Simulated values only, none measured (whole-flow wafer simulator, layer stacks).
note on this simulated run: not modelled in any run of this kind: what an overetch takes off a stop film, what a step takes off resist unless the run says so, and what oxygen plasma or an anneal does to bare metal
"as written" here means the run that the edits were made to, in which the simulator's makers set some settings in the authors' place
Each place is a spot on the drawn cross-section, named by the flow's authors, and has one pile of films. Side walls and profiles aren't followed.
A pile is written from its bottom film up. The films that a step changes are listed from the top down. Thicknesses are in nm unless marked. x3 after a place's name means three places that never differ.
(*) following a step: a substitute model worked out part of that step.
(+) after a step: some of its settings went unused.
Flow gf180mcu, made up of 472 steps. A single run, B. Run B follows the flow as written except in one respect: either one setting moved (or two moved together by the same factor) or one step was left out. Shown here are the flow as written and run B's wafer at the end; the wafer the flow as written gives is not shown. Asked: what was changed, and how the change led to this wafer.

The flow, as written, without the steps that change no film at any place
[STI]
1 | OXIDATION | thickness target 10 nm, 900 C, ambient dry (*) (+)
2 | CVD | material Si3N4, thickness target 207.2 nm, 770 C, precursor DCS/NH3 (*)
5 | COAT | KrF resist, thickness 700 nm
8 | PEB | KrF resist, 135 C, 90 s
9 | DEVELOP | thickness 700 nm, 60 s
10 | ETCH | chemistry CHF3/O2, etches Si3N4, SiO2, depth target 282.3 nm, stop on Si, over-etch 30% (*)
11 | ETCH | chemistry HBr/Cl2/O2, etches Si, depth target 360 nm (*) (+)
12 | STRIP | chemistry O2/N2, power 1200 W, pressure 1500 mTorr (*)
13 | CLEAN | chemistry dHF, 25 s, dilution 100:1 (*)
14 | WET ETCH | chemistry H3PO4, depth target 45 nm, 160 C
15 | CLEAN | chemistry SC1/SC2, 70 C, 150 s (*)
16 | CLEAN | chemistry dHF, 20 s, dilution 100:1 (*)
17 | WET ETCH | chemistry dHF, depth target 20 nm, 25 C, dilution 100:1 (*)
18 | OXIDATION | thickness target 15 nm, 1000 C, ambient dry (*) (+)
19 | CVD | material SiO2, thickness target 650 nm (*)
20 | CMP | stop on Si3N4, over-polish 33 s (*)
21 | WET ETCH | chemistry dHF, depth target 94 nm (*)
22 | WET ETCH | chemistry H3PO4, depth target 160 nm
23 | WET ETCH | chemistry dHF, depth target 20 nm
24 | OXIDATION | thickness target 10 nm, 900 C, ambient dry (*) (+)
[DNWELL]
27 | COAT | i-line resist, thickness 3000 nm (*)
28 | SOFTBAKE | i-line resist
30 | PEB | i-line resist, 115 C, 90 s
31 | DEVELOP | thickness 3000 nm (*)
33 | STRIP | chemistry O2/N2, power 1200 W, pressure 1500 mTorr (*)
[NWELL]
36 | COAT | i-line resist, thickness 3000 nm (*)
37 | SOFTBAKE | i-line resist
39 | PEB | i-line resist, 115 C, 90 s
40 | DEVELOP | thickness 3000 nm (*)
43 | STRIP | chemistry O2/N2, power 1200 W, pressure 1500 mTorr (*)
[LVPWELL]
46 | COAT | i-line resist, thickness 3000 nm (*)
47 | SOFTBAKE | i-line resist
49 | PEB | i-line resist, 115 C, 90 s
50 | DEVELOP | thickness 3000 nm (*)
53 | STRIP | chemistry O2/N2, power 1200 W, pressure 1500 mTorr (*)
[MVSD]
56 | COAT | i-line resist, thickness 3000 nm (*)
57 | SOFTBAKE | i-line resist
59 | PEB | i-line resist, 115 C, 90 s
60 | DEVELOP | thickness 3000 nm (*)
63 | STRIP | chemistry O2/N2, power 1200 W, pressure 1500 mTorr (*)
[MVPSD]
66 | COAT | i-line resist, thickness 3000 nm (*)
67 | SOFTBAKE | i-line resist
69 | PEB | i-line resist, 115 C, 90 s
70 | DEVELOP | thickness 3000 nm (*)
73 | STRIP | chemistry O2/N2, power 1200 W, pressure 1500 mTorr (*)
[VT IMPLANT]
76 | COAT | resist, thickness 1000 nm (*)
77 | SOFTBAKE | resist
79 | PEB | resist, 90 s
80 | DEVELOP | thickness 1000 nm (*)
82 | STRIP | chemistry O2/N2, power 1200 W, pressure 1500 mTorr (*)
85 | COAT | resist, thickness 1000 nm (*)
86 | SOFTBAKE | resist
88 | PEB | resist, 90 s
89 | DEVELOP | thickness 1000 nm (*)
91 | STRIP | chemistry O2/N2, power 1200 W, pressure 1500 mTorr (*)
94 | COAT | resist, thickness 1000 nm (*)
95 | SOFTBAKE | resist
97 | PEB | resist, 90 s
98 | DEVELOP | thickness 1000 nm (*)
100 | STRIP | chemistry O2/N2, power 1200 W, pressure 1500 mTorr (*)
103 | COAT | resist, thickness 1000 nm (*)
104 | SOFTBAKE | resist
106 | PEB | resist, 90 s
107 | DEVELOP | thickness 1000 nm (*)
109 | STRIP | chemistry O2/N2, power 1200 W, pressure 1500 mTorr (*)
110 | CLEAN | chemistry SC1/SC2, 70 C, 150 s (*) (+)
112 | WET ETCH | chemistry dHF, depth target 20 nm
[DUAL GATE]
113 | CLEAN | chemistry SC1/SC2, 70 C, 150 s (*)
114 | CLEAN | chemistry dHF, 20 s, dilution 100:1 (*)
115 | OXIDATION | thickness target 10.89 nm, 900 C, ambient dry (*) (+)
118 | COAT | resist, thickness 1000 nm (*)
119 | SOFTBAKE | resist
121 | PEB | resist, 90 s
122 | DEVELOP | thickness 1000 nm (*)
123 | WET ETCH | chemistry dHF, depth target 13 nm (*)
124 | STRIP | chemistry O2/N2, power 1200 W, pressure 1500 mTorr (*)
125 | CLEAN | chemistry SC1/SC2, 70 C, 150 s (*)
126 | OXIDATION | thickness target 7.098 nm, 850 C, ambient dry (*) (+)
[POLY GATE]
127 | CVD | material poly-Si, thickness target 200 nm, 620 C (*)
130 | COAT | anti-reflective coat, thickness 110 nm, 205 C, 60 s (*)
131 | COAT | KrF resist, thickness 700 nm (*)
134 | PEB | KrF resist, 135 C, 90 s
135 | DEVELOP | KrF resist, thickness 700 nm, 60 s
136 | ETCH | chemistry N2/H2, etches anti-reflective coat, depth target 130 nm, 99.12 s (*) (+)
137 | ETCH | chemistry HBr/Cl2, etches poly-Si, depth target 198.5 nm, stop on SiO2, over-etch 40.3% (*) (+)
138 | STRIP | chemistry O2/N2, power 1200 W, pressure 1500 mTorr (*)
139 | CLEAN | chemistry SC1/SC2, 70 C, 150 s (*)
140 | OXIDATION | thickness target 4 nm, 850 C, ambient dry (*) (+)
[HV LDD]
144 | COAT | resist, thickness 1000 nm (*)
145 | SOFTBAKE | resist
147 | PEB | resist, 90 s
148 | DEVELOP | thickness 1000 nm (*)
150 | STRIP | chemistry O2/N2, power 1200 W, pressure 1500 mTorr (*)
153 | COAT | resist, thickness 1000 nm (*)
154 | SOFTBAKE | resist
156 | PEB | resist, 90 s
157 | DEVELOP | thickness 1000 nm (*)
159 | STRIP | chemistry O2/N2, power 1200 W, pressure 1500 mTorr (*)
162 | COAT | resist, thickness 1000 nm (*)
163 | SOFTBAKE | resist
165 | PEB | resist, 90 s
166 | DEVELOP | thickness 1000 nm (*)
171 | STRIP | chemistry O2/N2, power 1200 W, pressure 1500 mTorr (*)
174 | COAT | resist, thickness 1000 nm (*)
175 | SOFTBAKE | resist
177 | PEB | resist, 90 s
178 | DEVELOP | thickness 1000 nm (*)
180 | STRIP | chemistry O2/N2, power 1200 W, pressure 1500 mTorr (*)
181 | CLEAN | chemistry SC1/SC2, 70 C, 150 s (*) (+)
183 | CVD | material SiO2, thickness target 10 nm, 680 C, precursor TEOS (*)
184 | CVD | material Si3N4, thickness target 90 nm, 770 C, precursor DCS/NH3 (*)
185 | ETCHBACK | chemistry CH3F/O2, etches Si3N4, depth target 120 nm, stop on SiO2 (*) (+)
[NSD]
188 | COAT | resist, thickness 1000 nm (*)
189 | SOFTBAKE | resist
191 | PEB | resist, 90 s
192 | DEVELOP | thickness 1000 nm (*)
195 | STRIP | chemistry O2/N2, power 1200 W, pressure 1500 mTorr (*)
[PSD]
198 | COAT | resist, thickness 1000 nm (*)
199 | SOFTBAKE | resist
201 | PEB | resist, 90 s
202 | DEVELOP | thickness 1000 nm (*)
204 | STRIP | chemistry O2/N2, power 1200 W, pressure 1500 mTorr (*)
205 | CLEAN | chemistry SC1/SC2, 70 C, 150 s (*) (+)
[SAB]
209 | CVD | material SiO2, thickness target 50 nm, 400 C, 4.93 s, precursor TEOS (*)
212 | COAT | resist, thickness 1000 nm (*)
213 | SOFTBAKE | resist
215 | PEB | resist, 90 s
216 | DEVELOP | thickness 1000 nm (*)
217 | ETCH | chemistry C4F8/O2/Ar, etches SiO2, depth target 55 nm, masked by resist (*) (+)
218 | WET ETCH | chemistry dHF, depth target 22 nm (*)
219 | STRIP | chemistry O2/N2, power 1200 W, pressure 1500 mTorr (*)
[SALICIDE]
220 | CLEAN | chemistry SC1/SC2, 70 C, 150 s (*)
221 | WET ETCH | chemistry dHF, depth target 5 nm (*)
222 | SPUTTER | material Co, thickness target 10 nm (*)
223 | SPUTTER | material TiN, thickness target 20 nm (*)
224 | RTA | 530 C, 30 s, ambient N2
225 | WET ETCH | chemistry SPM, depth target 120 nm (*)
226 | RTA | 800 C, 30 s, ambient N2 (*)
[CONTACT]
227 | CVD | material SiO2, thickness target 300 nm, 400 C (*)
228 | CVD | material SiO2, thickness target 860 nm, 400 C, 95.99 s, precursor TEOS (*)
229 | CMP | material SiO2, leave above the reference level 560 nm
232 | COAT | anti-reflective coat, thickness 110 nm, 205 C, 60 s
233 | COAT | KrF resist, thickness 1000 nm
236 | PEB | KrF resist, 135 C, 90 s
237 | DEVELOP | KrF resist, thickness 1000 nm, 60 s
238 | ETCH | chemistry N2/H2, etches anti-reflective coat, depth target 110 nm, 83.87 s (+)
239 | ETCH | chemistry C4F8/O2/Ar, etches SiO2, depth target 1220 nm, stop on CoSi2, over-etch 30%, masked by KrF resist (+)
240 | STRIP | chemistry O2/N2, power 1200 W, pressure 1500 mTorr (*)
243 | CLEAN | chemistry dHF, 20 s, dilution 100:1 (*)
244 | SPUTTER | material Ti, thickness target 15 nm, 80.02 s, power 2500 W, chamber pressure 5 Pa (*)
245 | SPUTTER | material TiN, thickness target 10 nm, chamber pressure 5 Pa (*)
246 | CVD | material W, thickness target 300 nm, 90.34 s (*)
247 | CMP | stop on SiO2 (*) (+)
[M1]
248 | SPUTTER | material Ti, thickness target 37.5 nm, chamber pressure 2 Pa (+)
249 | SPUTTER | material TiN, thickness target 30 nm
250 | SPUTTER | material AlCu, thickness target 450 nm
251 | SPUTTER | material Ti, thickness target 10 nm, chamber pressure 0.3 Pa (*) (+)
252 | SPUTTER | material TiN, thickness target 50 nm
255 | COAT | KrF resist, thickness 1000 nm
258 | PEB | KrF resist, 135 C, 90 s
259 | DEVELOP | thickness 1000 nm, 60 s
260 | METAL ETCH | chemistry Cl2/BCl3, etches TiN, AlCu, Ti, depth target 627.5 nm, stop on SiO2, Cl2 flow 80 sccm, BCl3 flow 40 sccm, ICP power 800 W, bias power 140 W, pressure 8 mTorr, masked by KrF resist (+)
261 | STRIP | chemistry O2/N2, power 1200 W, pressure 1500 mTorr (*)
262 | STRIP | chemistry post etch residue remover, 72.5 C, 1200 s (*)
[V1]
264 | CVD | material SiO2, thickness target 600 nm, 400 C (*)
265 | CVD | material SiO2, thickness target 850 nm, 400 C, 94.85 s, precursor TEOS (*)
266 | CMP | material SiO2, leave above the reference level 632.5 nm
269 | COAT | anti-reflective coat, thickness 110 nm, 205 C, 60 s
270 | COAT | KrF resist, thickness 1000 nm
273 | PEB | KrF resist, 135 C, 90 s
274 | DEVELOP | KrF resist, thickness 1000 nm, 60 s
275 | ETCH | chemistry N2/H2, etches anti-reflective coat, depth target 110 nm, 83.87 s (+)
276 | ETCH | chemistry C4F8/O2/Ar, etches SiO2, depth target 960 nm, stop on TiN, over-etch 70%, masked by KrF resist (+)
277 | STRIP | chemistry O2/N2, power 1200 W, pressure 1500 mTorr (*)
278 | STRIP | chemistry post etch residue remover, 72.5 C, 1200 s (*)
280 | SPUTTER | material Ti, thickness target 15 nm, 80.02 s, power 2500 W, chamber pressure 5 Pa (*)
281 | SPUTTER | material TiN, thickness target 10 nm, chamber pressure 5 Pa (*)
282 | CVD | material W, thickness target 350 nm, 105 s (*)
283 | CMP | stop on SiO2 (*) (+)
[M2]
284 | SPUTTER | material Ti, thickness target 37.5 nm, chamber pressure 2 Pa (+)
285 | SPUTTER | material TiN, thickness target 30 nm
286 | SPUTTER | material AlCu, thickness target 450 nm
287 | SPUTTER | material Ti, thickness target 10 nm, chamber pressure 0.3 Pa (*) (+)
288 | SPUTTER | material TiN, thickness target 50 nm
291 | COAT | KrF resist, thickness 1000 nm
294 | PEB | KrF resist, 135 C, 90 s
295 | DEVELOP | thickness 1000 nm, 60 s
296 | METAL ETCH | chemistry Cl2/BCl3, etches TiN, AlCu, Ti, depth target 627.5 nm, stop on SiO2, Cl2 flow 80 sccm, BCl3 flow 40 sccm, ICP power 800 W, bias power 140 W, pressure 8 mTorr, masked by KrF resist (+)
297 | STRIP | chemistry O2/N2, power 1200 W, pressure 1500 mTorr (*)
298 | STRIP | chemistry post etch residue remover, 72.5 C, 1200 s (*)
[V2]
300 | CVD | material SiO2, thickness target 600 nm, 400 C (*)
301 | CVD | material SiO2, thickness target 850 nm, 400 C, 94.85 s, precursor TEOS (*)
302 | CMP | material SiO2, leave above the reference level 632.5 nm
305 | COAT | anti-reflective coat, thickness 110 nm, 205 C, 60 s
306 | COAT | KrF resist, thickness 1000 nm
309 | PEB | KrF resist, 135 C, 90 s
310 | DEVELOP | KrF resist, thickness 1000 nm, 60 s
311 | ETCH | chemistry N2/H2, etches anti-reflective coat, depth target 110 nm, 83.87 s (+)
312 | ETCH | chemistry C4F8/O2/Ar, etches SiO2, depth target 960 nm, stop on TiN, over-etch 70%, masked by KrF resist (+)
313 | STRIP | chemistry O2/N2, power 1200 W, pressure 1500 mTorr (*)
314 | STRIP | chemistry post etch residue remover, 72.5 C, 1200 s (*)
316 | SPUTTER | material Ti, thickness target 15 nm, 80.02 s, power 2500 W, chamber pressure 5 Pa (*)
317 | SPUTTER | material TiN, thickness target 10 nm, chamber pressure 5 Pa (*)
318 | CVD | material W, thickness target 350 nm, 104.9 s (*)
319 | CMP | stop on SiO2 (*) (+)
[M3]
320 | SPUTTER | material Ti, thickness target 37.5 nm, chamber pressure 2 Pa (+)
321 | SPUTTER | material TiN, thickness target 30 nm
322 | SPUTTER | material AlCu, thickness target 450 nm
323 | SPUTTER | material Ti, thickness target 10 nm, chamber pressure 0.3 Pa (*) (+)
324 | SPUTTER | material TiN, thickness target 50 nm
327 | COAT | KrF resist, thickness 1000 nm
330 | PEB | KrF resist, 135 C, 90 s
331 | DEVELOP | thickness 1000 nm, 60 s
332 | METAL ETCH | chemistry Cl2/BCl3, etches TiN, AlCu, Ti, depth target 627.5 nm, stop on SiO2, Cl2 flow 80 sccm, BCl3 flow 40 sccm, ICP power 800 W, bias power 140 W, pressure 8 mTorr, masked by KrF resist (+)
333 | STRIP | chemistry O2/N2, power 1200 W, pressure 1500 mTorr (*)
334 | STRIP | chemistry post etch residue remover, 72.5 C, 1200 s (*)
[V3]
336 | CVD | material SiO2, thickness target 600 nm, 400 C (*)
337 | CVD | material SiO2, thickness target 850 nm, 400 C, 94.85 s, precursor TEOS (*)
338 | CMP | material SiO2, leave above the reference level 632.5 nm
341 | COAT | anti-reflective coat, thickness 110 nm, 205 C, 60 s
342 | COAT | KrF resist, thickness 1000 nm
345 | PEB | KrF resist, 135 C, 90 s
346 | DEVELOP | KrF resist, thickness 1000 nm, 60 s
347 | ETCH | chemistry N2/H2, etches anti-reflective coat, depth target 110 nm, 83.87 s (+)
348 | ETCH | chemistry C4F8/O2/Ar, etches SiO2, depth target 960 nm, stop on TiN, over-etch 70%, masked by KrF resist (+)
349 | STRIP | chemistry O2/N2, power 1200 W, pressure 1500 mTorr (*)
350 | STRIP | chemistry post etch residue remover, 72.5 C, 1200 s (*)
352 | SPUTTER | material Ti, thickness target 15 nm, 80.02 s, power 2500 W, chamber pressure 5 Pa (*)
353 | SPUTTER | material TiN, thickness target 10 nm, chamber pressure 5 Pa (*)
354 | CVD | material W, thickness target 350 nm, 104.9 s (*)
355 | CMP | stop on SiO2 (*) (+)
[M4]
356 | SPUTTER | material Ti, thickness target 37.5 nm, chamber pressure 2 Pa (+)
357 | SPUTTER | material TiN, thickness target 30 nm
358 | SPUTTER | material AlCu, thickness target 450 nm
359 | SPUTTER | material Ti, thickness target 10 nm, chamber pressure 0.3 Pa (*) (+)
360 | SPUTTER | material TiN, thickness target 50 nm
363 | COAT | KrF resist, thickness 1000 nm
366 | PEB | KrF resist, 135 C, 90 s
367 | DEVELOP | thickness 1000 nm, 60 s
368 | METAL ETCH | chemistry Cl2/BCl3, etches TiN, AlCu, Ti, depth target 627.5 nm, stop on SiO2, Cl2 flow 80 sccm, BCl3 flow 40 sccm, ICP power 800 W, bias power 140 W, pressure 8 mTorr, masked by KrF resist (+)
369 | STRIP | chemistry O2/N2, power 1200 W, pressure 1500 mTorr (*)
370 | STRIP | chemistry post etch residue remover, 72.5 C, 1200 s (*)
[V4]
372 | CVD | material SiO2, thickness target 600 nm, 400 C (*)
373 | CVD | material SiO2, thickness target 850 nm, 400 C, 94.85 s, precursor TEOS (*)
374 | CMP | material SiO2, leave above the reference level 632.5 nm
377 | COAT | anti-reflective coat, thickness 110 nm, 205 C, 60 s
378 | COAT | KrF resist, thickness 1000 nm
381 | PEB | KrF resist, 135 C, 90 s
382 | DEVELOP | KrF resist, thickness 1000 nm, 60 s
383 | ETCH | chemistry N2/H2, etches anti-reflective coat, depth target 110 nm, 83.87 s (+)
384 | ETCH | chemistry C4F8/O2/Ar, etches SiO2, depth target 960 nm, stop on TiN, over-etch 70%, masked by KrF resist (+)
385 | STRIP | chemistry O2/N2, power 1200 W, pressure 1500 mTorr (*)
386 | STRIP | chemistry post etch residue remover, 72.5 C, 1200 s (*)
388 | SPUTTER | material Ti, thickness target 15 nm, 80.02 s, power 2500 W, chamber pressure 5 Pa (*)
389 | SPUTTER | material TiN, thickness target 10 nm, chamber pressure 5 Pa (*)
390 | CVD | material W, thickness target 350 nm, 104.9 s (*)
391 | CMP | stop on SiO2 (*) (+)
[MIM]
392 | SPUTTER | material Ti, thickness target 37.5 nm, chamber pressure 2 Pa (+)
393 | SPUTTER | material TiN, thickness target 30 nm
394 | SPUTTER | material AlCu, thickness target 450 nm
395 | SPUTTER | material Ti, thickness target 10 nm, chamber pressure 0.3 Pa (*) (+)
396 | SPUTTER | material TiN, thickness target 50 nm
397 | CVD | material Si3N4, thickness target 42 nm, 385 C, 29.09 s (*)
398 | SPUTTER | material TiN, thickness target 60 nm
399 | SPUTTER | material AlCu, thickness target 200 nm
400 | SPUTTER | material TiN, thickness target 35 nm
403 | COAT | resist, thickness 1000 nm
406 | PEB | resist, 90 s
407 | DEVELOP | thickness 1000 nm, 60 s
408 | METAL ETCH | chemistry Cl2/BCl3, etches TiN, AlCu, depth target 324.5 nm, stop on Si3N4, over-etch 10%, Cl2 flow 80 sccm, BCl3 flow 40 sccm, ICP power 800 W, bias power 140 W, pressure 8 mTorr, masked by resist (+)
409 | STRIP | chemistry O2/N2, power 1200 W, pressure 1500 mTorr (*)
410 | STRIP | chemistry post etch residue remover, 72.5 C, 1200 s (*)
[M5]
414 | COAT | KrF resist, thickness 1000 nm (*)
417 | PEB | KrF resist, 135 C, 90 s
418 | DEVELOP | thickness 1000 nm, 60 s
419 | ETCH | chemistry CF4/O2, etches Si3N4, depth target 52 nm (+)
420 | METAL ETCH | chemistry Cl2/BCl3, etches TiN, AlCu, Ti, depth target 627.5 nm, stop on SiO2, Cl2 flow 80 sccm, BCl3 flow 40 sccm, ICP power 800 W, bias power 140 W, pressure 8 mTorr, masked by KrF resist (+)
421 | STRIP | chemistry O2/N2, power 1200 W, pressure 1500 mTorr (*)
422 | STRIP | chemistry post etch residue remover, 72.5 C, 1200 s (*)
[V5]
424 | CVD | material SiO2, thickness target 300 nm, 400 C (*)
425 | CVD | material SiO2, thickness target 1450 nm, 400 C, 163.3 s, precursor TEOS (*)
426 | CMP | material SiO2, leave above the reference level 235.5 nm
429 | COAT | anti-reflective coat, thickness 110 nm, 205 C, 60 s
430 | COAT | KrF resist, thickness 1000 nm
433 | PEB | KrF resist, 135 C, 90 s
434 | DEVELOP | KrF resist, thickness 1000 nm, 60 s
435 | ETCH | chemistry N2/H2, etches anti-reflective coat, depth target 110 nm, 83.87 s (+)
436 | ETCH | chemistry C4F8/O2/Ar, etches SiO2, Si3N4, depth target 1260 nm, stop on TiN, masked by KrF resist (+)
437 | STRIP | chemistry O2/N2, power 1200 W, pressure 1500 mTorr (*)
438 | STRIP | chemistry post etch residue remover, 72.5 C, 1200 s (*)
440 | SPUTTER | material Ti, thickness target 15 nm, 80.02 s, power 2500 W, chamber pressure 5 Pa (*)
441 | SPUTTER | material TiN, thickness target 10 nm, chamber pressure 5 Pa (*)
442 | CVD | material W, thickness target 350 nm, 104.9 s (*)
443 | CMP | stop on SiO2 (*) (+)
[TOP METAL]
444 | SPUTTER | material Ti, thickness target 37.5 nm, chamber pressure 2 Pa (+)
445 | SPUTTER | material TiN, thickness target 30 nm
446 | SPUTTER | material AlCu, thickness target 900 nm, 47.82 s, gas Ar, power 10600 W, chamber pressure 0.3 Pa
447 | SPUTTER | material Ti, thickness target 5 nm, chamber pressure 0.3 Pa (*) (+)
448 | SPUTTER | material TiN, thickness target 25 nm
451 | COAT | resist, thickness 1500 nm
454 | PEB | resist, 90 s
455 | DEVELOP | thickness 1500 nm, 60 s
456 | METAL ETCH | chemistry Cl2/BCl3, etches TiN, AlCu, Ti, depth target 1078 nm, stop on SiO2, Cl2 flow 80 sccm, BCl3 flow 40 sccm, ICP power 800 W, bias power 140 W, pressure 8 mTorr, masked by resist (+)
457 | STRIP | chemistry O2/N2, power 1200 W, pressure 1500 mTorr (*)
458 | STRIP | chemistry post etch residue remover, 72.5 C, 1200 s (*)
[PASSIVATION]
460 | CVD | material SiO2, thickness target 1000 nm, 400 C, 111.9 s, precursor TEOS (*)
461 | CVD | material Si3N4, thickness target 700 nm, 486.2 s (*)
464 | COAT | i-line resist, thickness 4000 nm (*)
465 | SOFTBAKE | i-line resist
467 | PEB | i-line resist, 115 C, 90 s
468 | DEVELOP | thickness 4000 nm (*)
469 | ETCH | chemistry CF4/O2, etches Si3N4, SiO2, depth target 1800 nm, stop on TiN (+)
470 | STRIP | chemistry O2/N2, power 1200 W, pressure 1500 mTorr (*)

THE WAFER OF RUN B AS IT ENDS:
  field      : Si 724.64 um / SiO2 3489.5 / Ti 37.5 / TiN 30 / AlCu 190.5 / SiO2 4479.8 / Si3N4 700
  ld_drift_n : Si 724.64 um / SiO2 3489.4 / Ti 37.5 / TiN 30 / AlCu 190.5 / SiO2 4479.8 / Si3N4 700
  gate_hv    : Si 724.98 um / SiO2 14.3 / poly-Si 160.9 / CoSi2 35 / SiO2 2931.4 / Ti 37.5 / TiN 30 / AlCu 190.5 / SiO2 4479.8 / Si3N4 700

Cause: step 332, METAL ETCH: depth target 313.8 nm was run, while the flow as written has depth target 627.5 nm.

How this came from the change, step by step:
  332 | METAL ETCH | chemistry Cl2/BCl3, etches TiN, AlCu, Ti, depth target 627.5 nm, stop on SiO2, Cl2 flow 80 sccm, BCl3 flow 40 sccm, ICP power 800 W, bias power 140 W, pressure 8 mTorr, masked by KrF resist (+)
      field, field__w1, field__w2 and 103 more: TiN loses 50 (all of it), Ti loses 10 (all of it), AlCu loses 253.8 (in the flow as written it would be: TiN loses 50 (all of it), Ti loses 10 (all of it), AlCu loses 450 (all of it), TiN loses 30 (all of it), Ti loses 37.5 (all of it))
      field__w8, contact, m1, m1__w1, m1_nw: KrF resist loses 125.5 (in the flow as written it would be: KrF resist loses 251)
  333 | STRIP | chemistry O2/N2, power 1200 W, pressure 1500 mTorr (*)
      field__w8, contact, m1, m1__w1, m1_nw: KrF resist loses 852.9 (all of it) (in the flow as written it would be: KrF resist loses 727.4 (all of it))
  334 | STRIP | chemistry post etch residue remover, 72.5 C, 1200 s (*)
      field, field__w1, field__w2 and 103 more: AlCu loses 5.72 (in the flow as written it would be: nothing)
  336 | CVD | material SiO2, thickness target 600 nm, 400 C (*)
      field, field__w1, field__w2 and 103 more: SiO2 gains 600 (new film) (in the flow as written it would be: SiO2 gains 600)
  338 | CMP | material SiO2, leave above the reference level 632.5 nm
      field, field__w1, field__w2 and 103 more: SiO2 loses 558 (in the flow as written it would be: SiO2 loses 300)
Taking metal films that touch as one body, field has 1 body; the flow as written gives 0 bodies.
Taking metal films that touch as one body, ld_drift_n has 1 body; the flow as written gives 0 bodies.
Taking metal films that touch as one body, gate_hv has 2 bodies (between them, from the top down: SiO2 2931.4); the flow as written gives 1 body.
